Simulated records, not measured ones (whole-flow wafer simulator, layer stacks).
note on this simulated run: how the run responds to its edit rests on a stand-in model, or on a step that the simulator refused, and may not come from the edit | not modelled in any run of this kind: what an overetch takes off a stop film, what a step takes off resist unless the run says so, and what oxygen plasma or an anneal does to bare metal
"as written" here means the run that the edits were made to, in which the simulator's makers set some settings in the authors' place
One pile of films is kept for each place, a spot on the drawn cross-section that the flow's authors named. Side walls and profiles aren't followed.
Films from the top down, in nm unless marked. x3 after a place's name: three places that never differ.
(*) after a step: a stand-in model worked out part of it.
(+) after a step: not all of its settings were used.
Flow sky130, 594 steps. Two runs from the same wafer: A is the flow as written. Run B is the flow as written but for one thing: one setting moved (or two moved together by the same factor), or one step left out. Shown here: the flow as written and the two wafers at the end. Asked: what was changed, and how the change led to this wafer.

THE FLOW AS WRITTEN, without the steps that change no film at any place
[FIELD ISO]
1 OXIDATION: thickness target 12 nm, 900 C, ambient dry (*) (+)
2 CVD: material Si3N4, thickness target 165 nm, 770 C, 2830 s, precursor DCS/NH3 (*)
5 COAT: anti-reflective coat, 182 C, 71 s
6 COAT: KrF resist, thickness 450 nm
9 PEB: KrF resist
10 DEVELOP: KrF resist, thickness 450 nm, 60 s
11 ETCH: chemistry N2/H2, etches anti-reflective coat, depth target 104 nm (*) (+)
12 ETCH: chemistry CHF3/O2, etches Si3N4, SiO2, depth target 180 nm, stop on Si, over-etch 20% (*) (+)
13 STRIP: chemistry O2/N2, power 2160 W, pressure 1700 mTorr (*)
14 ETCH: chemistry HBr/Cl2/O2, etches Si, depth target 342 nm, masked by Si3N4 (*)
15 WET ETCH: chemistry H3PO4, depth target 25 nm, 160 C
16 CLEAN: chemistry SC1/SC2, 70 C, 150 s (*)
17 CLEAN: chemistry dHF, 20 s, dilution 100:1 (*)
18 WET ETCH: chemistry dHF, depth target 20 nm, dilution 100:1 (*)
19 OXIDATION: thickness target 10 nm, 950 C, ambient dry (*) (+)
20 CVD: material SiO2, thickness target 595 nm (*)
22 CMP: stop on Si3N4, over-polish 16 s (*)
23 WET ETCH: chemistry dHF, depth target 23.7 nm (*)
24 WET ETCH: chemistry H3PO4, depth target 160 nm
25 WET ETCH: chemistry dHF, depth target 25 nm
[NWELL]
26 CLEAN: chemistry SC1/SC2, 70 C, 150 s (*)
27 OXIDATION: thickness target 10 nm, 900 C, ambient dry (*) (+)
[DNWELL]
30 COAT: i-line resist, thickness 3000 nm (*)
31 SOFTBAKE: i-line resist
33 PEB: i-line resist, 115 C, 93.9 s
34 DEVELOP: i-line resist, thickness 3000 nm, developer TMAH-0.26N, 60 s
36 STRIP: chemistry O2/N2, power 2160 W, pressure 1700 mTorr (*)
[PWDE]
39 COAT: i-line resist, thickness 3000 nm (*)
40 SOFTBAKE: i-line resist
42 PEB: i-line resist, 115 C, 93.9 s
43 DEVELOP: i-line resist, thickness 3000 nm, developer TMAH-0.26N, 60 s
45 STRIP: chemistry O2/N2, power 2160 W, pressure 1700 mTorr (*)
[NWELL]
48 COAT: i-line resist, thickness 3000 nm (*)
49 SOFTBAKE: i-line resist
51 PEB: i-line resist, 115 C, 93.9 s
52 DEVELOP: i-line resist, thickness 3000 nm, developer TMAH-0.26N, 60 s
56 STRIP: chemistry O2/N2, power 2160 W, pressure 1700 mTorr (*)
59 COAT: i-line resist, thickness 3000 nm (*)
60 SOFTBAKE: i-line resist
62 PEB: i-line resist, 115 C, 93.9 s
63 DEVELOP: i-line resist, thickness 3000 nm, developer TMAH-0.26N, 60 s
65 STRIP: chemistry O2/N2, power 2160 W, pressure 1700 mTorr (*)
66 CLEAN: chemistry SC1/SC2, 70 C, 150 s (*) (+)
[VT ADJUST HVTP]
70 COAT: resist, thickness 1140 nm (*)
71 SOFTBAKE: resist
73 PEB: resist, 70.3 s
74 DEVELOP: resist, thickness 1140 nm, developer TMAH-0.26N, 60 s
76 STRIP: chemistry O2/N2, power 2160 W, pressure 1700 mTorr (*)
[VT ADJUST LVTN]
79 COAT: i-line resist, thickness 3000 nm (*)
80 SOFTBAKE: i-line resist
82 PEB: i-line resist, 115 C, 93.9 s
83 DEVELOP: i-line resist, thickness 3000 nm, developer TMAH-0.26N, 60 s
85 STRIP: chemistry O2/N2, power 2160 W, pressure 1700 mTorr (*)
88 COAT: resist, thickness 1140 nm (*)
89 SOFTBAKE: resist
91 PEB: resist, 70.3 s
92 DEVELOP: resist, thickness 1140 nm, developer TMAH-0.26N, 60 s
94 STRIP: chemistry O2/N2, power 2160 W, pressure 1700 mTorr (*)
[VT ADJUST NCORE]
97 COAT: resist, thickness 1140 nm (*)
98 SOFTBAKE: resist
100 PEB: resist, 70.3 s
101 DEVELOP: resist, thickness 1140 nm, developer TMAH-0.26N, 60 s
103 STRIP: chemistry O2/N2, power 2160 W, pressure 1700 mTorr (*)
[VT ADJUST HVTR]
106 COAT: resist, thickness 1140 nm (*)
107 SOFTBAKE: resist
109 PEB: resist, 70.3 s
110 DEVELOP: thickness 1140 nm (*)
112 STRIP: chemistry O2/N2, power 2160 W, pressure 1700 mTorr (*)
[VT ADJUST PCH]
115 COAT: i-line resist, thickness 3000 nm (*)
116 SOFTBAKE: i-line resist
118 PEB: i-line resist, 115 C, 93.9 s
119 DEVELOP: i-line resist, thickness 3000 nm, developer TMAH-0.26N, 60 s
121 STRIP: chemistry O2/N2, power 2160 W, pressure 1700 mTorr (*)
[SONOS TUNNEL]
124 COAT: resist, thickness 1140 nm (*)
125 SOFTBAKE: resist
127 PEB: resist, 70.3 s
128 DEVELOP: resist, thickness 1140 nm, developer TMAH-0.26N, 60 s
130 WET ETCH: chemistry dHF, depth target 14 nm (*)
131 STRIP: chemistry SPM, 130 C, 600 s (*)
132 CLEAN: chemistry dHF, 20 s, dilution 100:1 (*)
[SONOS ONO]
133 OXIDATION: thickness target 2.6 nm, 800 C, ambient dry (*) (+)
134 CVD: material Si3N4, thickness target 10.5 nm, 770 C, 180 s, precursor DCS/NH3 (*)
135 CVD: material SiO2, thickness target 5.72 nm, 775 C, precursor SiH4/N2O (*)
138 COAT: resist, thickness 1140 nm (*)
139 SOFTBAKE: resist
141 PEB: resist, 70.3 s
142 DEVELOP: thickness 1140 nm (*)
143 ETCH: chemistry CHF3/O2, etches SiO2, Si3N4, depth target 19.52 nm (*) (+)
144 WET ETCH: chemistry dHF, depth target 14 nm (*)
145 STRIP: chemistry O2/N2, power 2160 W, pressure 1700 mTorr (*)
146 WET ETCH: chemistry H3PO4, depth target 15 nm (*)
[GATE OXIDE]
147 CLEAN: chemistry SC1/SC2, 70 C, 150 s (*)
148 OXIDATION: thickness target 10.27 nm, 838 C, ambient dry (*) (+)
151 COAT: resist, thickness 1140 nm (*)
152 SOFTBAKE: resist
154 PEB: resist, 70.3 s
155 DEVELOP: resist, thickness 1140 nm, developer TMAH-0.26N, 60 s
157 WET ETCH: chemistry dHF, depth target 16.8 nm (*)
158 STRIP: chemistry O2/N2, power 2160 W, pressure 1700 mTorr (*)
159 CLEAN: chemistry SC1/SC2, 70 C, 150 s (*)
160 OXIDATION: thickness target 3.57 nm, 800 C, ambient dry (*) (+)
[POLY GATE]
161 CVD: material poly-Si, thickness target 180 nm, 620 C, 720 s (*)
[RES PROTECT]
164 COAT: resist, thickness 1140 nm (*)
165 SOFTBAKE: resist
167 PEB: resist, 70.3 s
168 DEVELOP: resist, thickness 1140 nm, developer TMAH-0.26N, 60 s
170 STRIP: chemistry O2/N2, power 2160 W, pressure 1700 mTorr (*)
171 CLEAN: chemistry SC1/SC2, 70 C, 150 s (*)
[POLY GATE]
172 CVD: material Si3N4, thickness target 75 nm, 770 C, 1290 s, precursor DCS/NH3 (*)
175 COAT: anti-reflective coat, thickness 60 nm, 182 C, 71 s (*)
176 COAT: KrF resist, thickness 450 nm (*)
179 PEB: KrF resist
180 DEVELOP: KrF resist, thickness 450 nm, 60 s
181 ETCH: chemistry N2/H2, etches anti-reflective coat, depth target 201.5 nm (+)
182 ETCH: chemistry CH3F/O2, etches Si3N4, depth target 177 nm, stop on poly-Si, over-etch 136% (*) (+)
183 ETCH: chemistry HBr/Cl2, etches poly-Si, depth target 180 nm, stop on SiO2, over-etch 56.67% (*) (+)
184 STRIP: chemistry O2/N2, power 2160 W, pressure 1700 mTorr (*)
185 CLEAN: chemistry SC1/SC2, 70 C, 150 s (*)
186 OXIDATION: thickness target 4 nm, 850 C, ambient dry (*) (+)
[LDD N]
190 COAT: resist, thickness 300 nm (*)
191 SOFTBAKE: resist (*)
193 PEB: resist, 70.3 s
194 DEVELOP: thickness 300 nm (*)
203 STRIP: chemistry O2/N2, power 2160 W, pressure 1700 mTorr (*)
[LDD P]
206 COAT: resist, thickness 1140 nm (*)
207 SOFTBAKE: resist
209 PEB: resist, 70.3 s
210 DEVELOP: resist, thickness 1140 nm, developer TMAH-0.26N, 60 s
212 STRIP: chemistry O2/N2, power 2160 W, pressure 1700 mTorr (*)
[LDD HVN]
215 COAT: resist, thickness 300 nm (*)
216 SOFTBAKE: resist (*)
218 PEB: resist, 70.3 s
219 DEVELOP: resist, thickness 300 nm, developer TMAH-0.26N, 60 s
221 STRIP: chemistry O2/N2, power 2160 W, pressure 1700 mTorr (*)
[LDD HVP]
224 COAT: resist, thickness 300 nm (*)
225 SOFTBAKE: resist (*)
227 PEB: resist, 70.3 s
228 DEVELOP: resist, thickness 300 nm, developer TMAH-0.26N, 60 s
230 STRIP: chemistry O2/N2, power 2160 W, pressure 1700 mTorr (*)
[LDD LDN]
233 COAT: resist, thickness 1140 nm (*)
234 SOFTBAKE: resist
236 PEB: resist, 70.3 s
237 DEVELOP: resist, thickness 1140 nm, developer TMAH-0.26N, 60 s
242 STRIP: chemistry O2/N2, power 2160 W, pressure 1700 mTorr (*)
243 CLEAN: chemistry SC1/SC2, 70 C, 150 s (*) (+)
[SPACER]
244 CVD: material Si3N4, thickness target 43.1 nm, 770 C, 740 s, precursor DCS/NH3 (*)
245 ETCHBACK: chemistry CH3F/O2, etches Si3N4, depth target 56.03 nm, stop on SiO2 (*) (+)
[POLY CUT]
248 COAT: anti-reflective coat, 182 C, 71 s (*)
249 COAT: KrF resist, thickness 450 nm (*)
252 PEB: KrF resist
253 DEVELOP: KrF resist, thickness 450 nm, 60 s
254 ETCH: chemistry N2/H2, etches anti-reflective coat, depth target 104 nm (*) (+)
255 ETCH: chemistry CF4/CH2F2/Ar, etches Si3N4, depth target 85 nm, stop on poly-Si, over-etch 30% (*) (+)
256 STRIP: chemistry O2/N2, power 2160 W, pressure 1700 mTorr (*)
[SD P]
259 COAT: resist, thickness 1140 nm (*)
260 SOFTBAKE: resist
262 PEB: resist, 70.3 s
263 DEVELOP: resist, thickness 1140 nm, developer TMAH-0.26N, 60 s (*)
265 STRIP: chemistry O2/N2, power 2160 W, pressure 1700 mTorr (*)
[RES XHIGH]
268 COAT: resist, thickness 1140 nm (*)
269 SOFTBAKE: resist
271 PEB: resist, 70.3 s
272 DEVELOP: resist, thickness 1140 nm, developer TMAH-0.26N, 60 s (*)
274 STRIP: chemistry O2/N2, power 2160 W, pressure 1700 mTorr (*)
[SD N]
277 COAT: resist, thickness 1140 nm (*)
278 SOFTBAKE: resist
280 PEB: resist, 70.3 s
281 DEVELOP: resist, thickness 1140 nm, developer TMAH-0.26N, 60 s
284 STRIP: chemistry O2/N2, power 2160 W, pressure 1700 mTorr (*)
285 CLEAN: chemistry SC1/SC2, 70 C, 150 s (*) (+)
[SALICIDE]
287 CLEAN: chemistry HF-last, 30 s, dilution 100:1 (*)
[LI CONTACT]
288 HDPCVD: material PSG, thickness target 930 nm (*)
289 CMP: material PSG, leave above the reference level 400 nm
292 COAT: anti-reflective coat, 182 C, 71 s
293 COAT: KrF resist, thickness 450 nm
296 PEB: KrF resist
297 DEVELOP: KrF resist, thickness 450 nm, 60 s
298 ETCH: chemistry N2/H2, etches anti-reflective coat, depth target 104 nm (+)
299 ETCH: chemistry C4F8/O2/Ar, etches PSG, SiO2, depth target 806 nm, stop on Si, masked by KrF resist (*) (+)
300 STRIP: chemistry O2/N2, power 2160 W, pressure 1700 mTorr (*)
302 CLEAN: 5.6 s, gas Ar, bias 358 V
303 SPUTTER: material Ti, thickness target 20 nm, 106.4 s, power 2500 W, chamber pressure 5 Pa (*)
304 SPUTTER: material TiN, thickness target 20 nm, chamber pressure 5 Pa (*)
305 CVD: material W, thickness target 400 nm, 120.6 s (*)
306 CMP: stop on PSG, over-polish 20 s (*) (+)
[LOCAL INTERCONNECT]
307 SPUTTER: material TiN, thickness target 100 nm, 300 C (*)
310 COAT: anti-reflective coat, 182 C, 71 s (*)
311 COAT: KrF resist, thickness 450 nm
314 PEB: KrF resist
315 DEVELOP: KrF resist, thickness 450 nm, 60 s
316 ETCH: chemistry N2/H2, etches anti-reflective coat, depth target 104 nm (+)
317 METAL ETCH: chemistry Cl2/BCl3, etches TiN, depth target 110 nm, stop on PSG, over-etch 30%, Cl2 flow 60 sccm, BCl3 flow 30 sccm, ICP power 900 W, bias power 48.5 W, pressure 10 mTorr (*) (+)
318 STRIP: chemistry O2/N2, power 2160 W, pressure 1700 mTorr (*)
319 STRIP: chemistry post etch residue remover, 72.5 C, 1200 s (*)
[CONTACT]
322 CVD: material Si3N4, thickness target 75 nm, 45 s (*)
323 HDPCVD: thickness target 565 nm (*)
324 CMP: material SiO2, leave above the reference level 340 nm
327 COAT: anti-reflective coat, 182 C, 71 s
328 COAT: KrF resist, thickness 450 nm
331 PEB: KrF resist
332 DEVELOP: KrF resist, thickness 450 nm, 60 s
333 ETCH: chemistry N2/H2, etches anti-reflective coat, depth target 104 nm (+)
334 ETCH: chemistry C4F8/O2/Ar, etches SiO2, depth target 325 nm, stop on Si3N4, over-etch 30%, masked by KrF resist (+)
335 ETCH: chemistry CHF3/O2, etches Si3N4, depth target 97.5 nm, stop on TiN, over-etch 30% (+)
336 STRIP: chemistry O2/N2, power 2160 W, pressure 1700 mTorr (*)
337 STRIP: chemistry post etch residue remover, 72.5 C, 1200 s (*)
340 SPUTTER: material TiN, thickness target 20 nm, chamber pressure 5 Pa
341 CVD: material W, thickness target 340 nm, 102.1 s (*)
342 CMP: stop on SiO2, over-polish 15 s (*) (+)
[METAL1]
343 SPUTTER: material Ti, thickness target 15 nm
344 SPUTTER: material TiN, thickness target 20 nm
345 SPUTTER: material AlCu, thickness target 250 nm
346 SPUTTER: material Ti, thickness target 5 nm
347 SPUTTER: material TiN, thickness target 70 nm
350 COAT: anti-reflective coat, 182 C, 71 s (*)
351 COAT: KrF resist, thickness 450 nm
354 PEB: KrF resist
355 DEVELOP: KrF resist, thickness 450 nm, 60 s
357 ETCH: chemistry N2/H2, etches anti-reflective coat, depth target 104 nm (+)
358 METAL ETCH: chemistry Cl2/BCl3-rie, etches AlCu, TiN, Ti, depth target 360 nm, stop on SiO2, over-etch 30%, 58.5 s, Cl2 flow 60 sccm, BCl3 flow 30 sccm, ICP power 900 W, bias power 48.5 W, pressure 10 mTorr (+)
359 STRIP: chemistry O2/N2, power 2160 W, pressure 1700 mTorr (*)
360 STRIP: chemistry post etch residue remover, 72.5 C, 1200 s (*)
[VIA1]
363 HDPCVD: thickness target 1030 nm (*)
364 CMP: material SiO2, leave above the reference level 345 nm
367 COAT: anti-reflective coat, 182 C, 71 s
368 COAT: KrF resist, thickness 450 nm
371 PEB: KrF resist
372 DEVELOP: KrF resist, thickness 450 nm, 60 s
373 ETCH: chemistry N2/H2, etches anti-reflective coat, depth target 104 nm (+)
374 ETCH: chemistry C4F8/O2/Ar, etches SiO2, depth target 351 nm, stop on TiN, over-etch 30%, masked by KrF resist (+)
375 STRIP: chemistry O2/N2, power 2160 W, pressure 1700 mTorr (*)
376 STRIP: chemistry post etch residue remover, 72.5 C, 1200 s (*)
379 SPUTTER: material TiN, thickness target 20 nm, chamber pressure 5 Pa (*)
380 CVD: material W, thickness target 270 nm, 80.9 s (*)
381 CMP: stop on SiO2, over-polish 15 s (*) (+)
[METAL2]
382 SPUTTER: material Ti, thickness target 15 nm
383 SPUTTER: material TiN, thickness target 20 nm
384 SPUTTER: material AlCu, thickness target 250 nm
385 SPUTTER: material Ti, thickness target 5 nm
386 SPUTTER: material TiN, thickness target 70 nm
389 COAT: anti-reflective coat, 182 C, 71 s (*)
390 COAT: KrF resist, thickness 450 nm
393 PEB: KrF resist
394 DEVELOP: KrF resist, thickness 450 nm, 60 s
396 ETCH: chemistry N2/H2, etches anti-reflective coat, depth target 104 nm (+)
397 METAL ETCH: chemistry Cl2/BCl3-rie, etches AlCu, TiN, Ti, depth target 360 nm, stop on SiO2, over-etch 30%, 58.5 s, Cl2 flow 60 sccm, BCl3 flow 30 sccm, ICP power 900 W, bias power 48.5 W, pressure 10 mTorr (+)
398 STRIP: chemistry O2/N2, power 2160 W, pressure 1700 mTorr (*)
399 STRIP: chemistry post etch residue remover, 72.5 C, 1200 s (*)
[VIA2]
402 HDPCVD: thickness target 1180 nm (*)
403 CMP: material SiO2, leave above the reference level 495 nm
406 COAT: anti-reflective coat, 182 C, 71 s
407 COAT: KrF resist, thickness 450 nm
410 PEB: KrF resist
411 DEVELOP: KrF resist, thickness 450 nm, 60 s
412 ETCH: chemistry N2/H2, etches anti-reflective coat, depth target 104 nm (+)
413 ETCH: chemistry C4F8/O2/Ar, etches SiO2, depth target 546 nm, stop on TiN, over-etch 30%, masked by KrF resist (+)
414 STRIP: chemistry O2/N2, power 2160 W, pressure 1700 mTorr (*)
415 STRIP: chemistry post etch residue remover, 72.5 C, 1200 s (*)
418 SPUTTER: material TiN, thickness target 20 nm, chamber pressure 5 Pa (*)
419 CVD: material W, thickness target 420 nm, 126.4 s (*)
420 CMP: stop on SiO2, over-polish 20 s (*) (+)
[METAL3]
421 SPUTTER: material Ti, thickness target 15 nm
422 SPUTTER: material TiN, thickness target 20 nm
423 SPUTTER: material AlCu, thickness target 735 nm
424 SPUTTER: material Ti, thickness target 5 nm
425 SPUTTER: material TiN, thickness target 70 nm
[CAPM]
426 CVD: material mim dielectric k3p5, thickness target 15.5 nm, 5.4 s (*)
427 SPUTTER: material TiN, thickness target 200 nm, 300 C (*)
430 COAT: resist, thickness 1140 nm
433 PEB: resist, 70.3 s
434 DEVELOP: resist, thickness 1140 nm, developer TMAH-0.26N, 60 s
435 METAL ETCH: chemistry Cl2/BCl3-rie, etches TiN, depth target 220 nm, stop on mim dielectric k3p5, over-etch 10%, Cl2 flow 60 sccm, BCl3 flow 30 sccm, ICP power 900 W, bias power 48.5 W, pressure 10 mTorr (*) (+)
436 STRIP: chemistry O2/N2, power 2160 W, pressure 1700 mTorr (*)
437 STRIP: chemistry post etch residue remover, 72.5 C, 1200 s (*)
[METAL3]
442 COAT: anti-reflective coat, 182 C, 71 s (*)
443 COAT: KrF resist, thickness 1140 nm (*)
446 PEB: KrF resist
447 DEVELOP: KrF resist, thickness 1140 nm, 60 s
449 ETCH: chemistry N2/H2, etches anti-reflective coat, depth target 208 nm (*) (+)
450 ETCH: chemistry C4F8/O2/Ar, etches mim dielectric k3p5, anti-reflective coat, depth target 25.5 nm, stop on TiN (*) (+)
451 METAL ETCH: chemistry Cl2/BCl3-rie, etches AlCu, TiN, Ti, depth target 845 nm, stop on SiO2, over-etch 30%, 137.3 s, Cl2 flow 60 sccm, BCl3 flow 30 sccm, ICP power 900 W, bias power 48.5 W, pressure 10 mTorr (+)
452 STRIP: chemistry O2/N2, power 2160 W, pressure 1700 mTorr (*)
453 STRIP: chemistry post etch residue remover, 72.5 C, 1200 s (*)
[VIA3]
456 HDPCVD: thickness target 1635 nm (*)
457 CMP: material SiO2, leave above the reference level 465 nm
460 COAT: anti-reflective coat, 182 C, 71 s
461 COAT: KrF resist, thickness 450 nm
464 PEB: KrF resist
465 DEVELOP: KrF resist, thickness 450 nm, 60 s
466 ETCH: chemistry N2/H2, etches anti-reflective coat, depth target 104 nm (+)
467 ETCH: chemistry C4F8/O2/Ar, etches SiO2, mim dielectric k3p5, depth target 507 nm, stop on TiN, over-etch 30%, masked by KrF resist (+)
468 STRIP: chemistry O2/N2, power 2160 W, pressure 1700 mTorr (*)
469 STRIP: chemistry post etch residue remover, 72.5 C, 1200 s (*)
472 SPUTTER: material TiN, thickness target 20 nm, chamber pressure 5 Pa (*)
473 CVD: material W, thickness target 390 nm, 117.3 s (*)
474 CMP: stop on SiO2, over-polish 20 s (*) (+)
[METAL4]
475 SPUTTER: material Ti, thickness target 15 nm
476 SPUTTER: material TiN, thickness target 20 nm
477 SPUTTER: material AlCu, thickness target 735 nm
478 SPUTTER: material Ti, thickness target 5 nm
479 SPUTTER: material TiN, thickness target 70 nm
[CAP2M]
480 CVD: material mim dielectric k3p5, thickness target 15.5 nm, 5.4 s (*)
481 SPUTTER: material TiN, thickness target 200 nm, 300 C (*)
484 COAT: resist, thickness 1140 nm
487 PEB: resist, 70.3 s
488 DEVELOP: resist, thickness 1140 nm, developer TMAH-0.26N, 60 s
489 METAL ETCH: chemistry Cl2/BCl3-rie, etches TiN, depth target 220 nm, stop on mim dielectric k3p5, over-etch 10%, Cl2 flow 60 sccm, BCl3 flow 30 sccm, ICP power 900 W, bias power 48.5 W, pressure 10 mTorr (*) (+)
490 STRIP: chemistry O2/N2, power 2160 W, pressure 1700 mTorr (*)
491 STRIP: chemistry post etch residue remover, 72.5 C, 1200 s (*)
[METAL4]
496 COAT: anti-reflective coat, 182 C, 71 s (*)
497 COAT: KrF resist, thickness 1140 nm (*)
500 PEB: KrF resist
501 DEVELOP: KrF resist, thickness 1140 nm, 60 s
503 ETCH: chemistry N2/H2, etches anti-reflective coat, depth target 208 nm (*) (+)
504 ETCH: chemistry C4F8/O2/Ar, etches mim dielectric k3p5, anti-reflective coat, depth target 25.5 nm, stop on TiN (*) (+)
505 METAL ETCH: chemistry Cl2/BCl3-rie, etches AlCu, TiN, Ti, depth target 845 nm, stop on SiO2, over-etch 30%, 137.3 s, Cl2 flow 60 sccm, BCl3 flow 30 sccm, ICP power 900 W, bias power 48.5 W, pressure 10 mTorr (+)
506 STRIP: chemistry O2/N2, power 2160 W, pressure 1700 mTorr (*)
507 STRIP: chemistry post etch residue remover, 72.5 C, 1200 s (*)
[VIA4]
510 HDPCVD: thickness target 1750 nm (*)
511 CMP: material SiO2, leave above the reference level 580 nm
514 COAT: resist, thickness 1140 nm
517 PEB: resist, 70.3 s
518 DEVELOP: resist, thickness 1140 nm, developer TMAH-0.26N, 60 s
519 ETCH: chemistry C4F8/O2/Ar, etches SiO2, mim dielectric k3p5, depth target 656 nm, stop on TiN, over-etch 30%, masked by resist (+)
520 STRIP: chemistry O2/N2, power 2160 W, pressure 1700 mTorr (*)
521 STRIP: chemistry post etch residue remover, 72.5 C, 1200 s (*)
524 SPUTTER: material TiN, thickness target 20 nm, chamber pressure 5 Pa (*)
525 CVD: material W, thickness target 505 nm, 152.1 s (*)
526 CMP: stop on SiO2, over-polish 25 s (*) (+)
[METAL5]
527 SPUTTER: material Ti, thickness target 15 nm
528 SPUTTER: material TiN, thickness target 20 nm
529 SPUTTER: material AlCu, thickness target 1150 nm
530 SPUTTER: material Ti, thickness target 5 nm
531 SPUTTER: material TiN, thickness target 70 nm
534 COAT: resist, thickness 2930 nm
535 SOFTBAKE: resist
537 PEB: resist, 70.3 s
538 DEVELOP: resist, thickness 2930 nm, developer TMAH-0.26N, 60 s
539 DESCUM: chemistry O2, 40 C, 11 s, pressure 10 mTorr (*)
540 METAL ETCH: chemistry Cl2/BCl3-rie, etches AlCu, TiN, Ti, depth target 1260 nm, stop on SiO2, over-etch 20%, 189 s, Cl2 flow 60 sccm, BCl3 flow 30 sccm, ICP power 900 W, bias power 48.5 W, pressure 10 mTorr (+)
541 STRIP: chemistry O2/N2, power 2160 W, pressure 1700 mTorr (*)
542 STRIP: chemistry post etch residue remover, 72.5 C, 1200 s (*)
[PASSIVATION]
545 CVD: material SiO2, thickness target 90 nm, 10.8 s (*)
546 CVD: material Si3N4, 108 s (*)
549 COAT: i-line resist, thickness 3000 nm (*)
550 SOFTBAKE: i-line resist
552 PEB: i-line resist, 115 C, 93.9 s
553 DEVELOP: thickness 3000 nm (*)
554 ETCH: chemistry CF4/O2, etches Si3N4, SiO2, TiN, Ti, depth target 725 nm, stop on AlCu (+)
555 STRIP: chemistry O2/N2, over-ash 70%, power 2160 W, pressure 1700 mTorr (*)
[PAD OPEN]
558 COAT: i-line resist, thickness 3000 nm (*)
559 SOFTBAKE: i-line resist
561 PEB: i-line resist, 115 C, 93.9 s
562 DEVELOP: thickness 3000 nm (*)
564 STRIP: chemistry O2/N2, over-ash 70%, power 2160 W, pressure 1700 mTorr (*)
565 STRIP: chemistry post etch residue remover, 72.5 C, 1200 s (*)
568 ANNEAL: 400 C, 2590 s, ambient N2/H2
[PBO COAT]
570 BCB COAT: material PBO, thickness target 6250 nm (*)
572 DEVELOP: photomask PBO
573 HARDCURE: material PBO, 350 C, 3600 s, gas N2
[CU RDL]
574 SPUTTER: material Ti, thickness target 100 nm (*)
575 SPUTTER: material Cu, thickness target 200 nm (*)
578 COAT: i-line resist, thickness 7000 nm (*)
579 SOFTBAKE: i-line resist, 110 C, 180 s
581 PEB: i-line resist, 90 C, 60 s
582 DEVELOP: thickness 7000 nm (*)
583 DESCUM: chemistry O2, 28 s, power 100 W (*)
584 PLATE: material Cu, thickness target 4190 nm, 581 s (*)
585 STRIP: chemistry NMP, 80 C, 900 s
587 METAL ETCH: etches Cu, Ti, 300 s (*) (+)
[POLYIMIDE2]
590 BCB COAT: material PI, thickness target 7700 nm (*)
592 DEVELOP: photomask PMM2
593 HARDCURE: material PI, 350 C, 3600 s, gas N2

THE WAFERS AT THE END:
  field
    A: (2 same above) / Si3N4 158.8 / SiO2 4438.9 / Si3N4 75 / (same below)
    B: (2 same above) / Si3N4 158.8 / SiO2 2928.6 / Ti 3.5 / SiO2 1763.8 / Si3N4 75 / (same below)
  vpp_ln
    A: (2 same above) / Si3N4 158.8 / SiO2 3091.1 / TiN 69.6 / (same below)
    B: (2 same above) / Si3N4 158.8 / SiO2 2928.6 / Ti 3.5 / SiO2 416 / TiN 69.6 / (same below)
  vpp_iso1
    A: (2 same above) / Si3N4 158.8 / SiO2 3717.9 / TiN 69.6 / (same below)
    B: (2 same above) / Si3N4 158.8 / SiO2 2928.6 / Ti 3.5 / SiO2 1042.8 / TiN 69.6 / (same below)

The cause: step 423, SPUTTER: thickness target 992 nm was run, where the flow has thickness target 735 nm.

How the change led to this, step by step:
  423 SPUTTER: material AlCu, thickness target 735 nm
      field, active, n_well and 188 more: A AlCu +735 (new film) | B AlCu +992 (new film)
  451 METAL ETCH: chemistry Cl2/BCl3-rie, etches AlCu, TiN, Ti, depth target 845 nm, stop on SiO2, over-etch 30%, 137.3 s, Cl2 flow 60 sccm, BCl3 flow 30 sccm, ICP power 900 W, bias power 48.5 W, pressure 10 mTorr (+)
      field, gate, spacer and 68 more: A TiN -70 (all of it), Ti -5 (all of it), AlCu -735 (all of it), TiN -20 (all of it), Ti -15 (all of it), SiO2 -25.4 | B TiN -70 (all of it), Ti -5 (all of it), AlCu -992 (all of it), TiN -20 (all of it), Ti -11.5
      active, vpp_ln, vpp_iso2 and 11 more: A TiN -70 (all of it), Ti -5 (all of it), AlCu -735 (all of it), TiN -20 (all of it), Ti -15 (all of it), SiO2 -25.3 | B TiN -70 (all of it), Ti -5 (all of it), AlCu -992 (all of it), TiN -20 (all of it), Ti -11.5
  456 HDPCVD: thickness target 1635 nm (*)
      field, active, gate and 82 more: A SiO2 +1635 | B SiO2 +1635 (new film)
  457 CMP: material SiO2, leave above the reference level 465 nm
      field, active, gate and 82 more: A SiO2 -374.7 | B SiO2 -146.5
Counting metal films that touch as one body, field has 1 body; the flow as written gives 0 bodies.
Counting metal films that touch as one body, vpp_ln has 3 bodies (between them, from the top down: SiO2 416; SiO2 267.2); the flow as written gives 2 bodies (between them, from the top down: SiO2 267.2).
Counting metal films that touch as one body, vpp_iso1 has 2 bodies (between them, from the top down: SiO2 1042.8); the flow as written gives 1 body.
